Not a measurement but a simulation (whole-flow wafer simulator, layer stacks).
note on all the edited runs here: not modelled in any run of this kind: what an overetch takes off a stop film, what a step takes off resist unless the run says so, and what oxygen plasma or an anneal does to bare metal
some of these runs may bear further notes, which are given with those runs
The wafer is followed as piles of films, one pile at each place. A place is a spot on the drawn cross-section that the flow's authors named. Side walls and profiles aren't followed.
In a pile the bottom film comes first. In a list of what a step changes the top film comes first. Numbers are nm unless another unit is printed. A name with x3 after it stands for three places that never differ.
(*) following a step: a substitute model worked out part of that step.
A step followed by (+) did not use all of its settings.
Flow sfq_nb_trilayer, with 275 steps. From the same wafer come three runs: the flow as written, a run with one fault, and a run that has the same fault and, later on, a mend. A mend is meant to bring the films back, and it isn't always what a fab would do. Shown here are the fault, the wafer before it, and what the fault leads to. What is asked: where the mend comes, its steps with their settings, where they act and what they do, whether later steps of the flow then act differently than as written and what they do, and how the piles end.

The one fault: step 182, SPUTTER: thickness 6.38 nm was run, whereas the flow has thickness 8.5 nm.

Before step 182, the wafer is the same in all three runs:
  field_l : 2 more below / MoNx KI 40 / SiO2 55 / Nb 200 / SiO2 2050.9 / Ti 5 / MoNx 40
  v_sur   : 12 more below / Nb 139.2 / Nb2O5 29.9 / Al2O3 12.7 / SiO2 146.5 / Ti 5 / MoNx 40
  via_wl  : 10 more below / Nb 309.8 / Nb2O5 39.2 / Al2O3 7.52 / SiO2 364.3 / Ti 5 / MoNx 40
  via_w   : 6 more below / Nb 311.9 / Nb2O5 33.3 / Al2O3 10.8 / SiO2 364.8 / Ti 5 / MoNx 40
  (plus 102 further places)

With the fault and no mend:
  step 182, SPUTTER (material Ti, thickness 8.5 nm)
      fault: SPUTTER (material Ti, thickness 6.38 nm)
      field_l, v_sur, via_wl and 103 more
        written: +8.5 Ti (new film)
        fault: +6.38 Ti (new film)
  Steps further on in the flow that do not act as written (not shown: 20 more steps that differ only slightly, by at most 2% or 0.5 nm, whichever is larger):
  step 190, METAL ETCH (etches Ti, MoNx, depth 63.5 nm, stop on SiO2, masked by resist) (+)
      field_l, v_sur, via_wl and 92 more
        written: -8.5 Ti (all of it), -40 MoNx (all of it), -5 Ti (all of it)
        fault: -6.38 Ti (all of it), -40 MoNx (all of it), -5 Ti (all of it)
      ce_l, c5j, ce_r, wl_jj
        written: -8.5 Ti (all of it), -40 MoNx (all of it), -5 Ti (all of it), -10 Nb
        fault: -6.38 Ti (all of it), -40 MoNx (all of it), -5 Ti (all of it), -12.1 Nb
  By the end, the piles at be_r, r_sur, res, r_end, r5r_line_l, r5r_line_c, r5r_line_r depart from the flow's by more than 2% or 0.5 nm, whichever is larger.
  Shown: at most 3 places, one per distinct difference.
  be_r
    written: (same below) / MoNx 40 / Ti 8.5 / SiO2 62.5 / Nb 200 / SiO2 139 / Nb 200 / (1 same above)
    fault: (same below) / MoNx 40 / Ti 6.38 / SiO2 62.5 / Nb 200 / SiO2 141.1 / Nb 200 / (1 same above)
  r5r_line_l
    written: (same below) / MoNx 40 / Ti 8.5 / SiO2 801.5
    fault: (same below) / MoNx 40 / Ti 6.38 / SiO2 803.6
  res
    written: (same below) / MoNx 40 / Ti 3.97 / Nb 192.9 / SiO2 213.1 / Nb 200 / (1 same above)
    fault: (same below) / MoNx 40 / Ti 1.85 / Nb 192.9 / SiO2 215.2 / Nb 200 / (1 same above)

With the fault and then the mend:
  After step 188 comes the mend.
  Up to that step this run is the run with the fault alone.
  step 188a, STRIP (over-ash 65%, gas O2, power 200 W) (*)
      field_l, v_sur, via_wl and 96 more
        -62 anti-reflective coat (all of it)
      be_r, r_sur, res, r_end, r5r_line_l, r5r_line_c, r5r_line_r
        -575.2 KrF resist (all of it), -62 anti-reflective coat (all of it)
  step 188b, SPUTTER (material Ti, thickness 2.12 nm) (the flow's step 182, run once more with other settings)
      field_l, v_sur, via_wl and 103 more
        +2.12 Ti
  step 188c, COAT (anti-reflective coat, thickness 62 nm) (the flow's step 183, run once more)
      field_l, v_sur, via_wl and 103 more
        +62 anti-reflective coat (new film)
  step 188d, COAT (KrF resist, thickness 600 nm) (the flow's step 184, run once more)
      field_l, v_sur, via_wl and 103 more
        +600 KrF resist (new film)
  step 188e, SOFTBAKE (KrF resist) (the flow's step 185, run once more)
      alters no film at any place that is followed
  step 188f, EXPOSE (photomask R5, dose 12.12 mJ/cm2, NA 0.6, wavelength 248 nm) (*) (the flow's step 186, run once more)
      alters no film at any place that is followed
  step 188g, PEB (KrF resist, 90 s) (the flow's step 187, run once more)
      field_l, v_sur, via_wl and 103 more
        -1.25 KrF resist
  step 188h, DEVELOP (KrF resist, thickness 600 nm, 60 s) (the flow's step 188, run once more)
      field_l, v_sur, via_wl and 96 more
        -598.7 KrF resist (all of it)
      be_r, r_sur, res, r_end, r5r_line_l, r5r_line_c, r5r_line_r
        -23.5 KrF resist
  None of the later steps of the flow acts differently than as written at any place that is followed.
  At every place that both follow, the piles at the end match the flow's.
